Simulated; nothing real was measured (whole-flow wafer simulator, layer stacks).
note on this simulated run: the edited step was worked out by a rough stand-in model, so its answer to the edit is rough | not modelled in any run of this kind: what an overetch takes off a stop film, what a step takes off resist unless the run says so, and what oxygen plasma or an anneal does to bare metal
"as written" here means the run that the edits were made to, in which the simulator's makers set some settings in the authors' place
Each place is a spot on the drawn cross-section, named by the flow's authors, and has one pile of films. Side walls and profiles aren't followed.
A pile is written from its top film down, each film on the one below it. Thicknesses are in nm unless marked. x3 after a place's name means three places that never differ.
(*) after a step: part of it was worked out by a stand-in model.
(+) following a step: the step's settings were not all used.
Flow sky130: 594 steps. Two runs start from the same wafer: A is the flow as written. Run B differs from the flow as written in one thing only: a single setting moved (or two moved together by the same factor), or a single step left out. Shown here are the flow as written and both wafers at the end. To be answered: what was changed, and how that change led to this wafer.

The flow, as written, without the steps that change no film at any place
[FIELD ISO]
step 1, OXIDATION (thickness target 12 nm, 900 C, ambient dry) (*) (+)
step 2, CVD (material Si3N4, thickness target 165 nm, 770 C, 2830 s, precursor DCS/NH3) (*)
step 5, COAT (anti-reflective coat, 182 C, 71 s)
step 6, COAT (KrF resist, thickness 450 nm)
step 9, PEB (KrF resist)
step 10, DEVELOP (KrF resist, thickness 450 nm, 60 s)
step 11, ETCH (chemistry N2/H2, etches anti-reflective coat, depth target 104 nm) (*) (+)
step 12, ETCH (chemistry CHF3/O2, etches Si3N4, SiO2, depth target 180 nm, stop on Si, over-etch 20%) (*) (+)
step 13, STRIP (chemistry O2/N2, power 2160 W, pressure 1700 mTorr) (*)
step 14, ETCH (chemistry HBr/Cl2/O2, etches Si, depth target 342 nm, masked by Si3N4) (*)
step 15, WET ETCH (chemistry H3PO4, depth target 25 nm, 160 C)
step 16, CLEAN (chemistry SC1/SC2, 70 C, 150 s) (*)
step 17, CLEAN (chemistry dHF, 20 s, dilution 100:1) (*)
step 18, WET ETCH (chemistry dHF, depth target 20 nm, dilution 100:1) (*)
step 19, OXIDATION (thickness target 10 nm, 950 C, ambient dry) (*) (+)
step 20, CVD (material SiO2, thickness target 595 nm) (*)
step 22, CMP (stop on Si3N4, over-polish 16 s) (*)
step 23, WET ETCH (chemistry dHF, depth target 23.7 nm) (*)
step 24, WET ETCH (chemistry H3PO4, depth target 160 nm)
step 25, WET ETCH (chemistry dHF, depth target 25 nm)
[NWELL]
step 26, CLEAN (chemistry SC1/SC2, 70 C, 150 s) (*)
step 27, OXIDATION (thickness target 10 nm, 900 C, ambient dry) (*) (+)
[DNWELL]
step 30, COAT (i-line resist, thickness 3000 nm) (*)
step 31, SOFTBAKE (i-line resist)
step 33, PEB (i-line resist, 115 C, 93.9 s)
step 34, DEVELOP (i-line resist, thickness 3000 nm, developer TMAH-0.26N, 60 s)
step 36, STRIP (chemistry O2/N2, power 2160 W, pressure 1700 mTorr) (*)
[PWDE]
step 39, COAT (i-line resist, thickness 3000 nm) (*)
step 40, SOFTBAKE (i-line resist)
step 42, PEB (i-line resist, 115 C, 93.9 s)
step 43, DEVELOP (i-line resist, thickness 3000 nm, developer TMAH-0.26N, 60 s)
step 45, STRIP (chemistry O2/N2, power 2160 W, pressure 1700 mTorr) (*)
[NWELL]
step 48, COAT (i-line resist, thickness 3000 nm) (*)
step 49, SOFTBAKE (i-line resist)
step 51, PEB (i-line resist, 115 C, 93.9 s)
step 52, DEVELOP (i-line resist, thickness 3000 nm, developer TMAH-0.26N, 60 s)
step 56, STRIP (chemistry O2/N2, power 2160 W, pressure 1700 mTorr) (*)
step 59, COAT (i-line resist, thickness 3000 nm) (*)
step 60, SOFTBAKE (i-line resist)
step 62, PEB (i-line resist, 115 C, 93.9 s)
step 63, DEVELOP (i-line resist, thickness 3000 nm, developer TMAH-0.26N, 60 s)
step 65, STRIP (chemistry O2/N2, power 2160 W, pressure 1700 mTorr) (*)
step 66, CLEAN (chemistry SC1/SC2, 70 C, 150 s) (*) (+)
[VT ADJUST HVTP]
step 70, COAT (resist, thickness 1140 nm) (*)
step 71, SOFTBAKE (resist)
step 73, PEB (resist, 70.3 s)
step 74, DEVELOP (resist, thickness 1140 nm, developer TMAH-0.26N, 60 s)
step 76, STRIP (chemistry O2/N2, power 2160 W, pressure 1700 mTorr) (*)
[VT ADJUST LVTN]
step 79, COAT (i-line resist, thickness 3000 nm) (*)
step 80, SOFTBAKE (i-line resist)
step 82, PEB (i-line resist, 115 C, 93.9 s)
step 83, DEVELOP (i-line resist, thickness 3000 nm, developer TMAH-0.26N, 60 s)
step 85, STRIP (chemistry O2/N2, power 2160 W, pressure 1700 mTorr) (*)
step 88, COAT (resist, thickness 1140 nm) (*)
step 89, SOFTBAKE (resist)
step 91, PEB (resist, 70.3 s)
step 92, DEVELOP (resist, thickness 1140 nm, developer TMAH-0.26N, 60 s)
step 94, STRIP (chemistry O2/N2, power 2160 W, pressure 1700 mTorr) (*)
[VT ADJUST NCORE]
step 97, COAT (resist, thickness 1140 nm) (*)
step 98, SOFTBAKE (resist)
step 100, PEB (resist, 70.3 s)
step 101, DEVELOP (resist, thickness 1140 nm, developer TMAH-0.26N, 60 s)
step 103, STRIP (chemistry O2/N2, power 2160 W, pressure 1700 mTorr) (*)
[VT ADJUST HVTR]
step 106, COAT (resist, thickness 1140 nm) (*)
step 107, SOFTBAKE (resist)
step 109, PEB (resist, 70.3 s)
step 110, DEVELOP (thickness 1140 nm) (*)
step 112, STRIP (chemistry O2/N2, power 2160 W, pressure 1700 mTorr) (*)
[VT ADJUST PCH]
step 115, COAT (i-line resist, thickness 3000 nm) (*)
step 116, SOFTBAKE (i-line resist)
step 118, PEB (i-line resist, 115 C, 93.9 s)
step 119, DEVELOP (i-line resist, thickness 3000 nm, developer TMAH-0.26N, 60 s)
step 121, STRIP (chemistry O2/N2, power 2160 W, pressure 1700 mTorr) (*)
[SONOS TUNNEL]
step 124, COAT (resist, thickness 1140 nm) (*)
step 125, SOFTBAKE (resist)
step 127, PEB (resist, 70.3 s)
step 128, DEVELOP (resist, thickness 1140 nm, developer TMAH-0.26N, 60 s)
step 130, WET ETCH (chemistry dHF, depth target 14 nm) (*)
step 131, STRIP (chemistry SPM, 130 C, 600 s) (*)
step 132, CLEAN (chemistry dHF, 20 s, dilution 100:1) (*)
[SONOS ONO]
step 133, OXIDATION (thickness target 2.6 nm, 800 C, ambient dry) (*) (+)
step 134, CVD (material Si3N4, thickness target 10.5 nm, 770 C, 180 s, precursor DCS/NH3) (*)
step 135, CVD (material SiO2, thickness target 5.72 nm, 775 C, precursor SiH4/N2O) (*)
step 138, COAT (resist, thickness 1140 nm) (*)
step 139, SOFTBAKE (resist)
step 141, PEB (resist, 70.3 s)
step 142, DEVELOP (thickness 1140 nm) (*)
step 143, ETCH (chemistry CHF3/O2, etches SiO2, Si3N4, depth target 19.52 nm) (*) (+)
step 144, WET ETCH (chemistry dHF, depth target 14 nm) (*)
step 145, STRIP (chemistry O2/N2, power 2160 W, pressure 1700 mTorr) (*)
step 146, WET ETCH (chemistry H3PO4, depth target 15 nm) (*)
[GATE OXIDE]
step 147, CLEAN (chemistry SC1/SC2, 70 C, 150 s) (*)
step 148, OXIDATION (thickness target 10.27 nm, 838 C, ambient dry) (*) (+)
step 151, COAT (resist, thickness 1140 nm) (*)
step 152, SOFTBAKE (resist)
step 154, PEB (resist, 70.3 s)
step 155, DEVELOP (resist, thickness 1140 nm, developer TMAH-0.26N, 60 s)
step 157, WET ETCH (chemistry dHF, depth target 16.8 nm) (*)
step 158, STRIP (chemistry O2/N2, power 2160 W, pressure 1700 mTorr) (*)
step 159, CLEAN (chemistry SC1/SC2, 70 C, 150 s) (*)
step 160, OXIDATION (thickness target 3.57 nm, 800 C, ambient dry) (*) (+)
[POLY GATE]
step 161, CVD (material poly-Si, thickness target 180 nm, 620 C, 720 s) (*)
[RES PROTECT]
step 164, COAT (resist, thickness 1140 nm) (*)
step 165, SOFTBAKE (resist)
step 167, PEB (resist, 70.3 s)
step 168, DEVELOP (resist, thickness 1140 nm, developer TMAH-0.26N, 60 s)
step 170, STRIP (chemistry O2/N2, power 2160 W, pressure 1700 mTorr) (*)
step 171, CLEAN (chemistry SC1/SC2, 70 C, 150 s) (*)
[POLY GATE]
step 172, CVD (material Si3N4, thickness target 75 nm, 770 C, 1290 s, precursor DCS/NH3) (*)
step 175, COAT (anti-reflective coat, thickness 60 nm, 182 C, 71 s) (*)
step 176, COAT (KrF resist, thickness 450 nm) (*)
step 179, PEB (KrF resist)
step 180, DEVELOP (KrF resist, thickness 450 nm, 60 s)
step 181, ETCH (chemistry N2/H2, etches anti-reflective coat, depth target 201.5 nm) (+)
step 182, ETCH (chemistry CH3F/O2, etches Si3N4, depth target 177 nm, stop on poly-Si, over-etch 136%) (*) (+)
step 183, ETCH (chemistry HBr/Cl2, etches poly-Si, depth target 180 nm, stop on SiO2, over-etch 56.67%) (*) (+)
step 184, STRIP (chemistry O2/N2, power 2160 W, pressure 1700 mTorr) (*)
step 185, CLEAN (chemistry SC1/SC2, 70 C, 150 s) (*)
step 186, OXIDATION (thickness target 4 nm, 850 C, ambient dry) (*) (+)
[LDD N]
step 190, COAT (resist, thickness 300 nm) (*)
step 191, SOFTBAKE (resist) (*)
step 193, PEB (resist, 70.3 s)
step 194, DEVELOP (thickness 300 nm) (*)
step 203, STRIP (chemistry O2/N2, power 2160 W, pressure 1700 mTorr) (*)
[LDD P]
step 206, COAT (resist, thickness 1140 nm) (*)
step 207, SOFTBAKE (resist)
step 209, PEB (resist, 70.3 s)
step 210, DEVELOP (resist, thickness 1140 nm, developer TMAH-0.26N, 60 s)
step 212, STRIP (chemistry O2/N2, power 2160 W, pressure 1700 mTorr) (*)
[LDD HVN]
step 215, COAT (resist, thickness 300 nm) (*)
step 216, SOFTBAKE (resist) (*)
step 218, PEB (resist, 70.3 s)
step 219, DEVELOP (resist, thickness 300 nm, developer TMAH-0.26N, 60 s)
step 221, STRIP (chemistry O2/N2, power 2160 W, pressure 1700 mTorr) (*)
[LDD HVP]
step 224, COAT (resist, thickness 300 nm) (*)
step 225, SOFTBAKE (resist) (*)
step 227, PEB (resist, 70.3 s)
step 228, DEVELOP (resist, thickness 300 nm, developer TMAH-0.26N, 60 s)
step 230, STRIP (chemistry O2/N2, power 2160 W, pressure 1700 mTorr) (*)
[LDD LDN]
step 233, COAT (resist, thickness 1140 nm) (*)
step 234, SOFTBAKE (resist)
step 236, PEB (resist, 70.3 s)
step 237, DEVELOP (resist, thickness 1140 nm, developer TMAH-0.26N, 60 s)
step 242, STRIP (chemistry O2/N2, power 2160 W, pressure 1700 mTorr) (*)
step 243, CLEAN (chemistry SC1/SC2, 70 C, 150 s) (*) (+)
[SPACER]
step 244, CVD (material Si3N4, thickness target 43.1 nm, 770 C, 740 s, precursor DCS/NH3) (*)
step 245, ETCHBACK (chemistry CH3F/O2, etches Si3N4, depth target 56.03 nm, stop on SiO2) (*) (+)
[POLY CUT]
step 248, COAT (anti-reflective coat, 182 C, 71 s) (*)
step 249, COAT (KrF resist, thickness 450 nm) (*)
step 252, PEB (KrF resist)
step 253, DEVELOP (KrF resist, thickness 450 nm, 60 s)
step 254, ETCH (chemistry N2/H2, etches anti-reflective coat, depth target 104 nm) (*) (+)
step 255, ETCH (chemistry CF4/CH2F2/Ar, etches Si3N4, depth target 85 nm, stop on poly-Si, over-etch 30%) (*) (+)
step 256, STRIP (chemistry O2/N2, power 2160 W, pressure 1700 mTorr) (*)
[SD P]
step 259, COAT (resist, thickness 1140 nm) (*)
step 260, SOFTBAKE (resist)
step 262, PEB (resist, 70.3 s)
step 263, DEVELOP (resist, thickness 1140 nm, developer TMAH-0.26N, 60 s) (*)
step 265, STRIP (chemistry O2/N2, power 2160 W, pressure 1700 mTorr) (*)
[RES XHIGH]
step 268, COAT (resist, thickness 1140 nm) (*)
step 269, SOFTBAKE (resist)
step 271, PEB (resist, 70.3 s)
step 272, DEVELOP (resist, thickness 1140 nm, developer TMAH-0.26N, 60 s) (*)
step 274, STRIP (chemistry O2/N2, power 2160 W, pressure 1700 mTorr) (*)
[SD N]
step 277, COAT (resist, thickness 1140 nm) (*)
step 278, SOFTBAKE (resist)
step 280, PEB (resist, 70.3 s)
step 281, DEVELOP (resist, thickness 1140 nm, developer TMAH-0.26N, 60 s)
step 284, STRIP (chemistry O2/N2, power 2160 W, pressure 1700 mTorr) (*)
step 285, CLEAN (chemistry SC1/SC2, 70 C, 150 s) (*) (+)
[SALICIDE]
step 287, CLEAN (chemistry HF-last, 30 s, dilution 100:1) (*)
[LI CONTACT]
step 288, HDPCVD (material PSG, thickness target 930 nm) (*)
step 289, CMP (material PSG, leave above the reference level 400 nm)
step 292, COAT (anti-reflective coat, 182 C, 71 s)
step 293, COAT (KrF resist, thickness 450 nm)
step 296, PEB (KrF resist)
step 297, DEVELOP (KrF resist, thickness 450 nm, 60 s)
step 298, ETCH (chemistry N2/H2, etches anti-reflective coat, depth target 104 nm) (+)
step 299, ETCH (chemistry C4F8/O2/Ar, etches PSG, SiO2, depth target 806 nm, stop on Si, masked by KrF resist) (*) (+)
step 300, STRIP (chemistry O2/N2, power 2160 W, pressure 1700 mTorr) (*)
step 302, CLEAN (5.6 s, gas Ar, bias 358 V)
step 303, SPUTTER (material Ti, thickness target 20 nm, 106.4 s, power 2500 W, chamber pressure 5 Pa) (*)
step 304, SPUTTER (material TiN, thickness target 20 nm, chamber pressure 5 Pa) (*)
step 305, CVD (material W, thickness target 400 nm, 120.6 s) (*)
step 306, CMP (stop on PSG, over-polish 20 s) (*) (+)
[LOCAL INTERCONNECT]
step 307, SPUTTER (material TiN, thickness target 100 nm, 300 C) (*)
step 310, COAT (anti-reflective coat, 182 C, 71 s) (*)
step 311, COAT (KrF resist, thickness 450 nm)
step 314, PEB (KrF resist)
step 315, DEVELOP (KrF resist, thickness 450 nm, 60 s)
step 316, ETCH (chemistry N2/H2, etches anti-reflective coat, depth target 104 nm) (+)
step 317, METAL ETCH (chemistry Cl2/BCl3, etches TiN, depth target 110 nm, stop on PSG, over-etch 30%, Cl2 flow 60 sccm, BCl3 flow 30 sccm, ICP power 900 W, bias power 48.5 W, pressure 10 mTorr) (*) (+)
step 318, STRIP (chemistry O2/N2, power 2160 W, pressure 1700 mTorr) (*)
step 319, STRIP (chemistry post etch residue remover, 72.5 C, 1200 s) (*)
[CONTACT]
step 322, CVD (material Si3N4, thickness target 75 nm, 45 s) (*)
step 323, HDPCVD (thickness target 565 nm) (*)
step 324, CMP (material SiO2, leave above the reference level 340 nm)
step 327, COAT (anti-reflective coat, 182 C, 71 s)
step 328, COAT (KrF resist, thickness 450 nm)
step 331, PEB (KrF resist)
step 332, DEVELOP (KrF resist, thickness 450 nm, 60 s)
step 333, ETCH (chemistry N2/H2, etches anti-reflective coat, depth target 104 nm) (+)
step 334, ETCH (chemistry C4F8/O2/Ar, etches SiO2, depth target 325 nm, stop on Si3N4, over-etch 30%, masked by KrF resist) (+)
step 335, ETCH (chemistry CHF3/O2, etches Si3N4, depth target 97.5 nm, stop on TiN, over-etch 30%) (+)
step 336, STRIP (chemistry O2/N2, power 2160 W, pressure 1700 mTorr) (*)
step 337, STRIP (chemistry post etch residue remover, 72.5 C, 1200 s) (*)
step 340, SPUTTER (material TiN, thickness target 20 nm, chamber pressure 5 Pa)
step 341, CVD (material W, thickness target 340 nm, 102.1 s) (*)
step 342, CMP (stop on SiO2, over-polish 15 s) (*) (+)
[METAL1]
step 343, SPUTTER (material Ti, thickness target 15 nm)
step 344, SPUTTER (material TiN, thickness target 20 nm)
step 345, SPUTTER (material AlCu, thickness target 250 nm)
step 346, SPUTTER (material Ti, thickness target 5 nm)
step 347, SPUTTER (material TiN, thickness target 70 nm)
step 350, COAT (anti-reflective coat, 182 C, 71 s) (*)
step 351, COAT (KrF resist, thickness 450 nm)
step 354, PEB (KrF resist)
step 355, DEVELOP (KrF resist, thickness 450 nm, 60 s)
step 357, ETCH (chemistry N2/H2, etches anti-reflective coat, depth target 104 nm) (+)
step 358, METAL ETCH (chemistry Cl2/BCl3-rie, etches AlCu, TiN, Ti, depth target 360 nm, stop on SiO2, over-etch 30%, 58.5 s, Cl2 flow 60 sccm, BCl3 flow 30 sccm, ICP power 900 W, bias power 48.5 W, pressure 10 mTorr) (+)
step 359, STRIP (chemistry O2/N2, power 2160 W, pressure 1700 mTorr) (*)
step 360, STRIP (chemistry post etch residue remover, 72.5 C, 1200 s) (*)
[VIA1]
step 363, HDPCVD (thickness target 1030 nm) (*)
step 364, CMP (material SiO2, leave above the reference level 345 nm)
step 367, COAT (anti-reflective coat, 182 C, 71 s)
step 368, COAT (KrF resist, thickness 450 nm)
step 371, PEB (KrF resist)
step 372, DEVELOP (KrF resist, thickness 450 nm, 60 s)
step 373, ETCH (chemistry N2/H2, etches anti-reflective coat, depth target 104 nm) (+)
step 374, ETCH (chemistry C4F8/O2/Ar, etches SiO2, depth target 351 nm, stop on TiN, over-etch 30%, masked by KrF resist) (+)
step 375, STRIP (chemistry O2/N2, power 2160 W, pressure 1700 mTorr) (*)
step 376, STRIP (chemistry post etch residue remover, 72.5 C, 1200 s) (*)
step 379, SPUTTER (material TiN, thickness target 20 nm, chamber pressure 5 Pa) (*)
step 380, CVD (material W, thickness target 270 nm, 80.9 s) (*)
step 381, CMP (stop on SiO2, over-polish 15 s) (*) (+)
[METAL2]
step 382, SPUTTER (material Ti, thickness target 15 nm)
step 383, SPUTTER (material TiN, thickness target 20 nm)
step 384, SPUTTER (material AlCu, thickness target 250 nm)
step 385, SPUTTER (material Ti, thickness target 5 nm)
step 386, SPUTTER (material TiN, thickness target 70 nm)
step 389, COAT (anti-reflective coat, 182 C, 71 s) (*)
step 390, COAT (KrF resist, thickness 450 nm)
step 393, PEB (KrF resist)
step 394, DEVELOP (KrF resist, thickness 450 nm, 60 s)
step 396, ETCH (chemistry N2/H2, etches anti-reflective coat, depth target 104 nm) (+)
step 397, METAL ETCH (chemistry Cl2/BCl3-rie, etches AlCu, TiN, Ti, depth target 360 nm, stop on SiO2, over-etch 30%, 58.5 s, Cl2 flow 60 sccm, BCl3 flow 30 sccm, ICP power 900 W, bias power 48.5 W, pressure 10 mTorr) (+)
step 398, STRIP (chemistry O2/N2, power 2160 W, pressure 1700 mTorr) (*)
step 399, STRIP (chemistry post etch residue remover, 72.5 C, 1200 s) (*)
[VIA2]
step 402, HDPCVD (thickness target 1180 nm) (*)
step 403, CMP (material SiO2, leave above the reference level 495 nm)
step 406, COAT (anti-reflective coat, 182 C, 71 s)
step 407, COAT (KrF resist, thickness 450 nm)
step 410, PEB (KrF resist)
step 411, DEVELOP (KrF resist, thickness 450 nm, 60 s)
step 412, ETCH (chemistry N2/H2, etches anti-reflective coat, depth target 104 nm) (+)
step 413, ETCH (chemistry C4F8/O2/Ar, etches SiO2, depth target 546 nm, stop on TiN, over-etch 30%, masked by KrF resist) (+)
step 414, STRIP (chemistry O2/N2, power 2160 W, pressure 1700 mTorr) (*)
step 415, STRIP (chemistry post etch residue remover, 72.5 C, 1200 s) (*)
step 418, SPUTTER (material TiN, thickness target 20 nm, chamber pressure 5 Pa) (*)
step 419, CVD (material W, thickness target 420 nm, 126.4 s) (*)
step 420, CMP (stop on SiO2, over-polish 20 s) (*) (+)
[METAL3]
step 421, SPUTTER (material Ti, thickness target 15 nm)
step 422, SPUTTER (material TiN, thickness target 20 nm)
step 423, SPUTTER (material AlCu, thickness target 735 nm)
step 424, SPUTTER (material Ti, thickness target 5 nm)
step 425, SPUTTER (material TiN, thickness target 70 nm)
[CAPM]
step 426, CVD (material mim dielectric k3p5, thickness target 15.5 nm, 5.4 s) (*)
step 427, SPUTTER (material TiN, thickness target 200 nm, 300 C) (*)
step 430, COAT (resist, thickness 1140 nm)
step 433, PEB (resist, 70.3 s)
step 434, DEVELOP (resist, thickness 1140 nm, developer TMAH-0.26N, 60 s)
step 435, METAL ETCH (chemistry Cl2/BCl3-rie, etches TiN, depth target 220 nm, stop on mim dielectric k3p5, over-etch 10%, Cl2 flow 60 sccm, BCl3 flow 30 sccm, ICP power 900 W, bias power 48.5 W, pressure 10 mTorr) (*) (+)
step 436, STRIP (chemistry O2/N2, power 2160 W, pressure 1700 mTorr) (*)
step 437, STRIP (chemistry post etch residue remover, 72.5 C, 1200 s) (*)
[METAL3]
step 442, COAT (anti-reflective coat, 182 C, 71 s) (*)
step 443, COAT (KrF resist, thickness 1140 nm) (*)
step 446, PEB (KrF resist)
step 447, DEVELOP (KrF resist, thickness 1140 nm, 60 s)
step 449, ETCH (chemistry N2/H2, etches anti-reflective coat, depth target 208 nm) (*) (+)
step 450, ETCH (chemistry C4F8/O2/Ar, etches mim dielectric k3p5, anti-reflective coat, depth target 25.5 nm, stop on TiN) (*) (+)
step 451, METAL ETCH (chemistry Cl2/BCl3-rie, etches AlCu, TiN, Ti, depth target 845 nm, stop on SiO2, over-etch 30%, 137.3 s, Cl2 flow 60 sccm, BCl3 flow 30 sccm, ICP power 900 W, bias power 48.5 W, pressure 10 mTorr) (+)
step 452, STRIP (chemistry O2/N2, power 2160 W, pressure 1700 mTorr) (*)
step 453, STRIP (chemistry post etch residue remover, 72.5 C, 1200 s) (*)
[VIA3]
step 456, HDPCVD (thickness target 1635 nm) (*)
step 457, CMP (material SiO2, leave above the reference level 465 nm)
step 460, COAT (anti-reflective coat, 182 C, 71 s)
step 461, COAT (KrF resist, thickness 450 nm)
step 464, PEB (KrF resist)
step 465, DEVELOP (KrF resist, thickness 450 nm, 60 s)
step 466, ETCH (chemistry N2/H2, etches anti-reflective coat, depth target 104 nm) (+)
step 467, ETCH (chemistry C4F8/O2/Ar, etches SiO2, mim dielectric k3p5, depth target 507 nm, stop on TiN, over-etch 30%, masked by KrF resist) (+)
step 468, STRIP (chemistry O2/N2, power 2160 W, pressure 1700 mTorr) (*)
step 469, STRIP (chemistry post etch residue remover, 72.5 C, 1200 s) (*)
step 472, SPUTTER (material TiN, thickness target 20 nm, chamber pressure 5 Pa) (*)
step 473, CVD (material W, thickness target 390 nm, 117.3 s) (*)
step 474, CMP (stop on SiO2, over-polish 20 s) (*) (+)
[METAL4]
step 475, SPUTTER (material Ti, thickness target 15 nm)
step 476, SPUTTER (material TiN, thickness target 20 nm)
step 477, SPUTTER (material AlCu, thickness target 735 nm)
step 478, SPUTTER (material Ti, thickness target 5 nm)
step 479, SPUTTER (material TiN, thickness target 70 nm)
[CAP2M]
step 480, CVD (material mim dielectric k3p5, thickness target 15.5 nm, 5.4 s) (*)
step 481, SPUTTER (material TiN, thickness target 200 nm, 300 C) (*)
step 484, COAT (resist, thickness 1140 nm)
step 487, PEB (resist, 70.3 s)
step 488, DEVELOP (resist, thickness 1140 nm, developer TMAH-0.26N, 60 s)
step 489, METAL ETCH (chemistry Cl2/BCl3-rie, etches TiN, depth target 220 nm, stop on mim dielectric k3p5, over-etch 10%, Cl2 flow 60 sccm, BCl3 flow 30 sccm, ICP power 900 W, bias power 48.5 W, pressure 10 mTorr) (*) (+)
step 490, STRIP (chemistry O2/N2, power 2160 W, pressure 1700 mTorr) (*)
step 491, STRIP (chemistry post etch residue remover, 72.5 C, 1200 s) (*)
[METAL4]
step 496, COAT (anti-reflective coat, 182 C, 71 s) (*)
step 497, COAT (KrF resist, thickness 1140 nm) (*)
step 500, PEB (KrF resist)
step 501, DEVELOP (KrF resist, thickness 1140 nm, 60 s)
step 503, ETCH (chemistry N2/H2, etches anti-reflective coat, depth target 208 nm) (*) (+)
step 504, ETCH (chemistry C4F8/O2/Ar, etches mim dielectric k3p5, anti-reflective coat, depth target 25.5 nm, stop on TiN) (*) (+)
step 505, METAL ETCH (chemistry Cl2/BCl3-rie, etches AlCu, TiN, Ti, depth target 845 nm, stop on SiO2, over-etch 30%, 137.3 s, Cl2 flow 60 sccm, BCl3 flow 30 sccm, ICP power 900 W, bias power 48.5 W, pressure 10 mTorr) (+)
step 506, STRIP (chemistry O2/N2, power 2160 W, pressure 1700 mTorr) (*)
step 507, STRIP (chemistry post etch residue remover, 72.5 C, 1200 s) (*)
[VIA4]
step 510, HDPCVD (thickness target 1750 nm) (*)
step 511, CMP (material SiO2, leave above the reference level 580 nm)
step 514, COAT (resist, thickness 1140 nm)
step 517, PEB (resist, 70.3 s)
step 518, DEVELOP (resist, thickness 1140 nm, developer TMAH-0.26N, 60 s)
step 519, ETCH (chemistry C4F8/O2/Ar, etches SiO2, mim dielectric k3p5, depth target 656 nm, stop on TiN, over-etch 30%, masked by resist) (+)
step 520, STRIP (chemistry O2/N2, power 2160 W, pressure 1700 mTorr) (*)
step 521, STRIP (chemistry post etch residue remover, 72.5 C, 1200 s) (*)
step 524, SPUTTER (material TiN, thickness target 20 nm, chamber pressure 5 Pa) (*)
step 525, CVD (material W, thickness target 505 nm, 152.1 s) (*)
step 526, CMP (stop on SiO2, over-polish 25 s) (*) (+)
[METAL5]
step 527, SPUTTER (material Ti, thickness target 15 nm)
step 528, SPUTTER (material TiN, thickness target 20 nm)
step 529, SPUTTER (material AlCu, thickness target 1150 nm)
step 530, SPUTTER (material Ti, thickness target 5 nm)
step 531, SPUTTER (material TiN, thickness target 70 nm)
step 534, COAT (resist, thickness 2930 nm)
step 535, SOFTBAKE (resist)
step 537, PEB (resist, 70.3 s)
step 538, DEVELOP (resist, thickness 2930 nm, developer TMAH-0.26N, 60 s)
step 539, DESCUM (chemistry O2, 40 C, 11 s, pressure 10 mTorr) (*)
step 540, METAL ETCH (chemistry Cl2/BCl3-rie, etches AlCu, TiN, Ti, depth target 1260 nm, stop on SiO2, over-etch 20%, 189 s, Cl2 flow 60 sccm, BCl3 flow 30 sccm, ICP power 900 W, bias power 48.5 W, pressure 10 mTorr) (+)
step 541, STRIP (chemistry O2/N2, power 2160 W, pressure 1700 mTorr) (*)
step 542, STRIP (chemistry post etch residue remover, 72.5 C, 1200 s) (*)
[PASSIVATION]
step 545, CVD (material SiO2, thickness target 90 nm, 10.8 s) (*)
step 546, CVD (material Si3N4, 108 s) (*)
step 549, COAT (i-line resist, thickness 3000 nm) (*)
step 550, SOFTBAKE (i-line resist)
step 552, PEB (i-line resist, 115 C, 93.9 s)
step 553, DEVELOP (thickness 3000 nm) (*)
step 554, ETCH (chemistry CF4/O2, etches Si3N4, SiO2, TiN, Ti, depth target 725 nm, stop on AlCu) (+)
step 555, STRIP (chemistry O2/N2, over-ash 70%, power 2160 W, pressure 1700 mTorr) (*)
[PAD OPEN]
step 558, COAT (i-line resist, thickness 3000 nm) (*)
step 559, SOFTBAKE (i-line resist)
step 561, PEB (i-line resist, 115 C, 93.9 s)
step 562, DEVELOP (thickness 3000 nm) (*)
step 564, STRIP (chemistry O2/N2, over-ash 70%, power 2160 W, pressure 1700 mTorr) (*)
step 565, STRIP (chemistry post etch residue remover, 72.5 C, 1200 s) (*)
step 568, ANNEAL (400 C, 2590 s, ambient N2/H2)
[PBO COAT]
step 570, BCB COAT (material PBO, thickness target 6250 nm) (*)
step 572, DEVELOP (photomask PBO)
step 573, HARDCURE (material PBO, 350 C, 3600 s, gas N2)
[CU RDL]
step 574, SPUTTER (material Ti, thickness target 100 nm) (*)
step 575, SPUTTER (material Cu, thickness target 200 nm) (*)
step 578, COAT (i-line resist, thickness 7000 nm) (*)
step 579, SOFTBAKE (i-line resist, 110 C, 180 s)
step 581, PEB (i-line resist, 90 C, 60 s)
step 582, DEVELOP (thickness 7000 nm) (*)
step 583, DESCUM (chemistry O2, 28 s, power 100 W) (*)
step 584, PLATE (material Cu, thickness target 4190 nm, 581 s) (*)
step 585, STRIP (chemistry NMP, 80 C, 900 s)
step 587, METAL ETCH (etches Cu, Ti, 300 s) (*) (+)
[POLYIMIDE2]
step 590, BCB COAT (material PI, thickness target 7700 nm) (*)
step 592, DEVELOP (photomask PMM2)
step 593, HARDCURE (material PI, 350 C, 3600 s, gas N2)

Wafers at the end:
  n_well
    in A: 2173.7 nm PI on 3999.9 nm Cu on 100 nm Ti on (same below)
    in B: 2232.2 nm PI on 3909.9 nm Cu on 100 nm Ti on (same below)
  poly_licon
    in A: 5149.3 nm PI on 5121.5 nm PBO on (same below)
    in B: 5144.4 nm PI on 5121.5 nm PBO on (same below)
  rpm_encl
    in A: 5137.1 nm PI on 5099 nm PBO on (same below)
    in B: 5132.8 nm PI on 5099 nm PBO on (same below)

What caused this: step 575, SPUTTER: thickness target 110 nm was run, whereas the flow has thickness target 200 nm.

The path from the change to this, step by step:
  step 575, SPUTTER (material Cu, thickness target 200 nm) (*)
      field, active, n_well and 190 more: A Cu gains 200 (new film) | B Cu gains 110 (new film)
  step 587, METAL ETCH (etches Cu, Ti, 300 s) (*) (+)
      field, active, gate and 167 more: A Cu loses 200 (all of it), Ti loses 100 (all of it) | B Cu loses 110 (all of it), Ti loses 100 (all of it)
  step 590, BCB COAT (material PI, thickness target 7700 nm) (*)
      n_well, p_well, sd_n, sd_p: A PI gains 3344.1 (new film) | B PI gains 3434.1 (new film)
      mim: A PI gains 3670.5 (new film) | B PI gains 3756.4 (new film)
      (also at 14 further places)
  step 593, HARDCURE (material PI, 350 C, 3600 s, gas N2)
      n_well, p_well, sd_n, sd_p: A PI loses 1170.4 | B PI loses 1201.9
